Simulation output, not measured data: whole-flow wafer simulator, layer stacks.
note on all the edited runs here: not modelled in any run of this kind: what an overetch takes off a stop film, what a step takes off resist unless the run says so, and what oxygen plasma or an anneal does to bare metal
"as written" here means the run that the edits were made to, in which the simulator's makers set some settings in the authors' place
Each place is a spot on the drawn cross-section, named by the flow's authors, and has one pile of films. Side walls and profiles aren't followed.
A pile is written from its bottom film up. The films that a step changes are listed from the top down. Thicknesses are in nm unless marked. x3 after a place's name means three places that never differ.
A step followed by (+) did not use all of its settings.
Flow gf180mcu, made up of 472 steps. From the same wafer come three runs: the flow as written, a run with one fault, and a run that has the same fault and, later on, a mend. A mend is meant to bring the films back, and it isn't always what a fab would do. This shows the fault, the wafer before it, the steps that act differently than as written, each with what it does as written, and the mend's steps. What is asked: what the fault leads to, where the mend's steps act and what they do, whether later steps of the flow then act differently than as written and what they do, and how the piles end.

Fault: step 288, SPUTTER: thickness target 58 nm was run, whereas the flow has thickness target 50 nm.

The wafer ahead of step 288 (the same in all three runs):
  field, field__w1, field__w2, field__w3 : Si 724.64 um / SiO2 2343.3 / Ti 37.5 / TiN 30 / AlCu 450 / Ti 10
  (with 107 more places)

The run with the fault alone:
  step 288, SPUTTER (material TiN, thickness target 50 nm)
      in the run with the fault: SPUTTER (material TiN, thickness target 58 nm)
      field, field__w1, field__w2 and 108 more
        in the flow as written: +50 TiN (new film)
        in the run with the fault: +58 TiN (new film)
  Steps further on in the flow that do not act as written (not shown: 6 more steps that differ only slightly, by at most 2% or 0.5 nm, whichever is larger):
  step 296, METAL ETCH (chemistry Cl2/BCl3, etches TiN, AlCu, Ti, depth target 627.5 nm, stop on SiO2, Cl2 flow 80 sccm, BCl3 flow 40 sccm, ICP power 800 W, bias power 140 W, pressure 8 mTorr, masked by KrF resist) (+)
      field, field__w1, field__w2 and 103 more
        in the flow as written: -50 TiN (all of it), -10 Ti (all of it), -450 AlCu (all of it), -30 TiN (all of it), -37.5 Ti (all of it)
        in the run with the fault: -58 TiN (all of it), -10 Ti (all of it), -450 AlCu (all of it), -30 TiN (all of it), -37.5 Ti (all of it)
  At field__w8, contact, m1, m1__w1, m1_nw, the piles at the end differ from the flow's by more than 2% or 0.5 nm, whichever is larger.
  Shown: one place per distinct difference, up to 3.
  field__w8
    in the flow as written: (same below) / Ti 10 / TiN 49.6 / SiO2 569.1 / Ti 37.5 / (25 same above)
    in the run with the fault: (same below) / Ti 10 / TiN 57.6 / SiO2 561.1 / Ti 37.5 / (25 same above)
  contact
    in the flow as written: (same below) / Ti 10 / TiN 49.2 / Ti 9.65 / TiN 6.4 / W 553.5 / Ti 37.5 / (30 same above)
    in the run with the fault: (same below) / Ti 10 / TiN 57.2 / Ti 9.7 / TiN 6.43 / W 545.4 / Ti 37.5 / (30 same above)

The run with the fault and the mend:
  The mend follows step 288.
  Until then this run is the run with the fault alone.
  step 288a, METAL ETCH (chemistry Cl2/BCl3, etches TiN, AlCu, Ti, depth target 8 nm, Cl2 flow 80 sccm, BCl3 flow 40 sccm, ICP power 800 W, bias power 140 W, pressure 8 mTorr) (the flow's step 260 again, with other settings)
      field, field__w1, field__w2 and 108 more
        -8 TiN
  Later steps of the flow that are run all act as written at every place that is followed.
  The piles end the same as the flow's at every place that both follow.
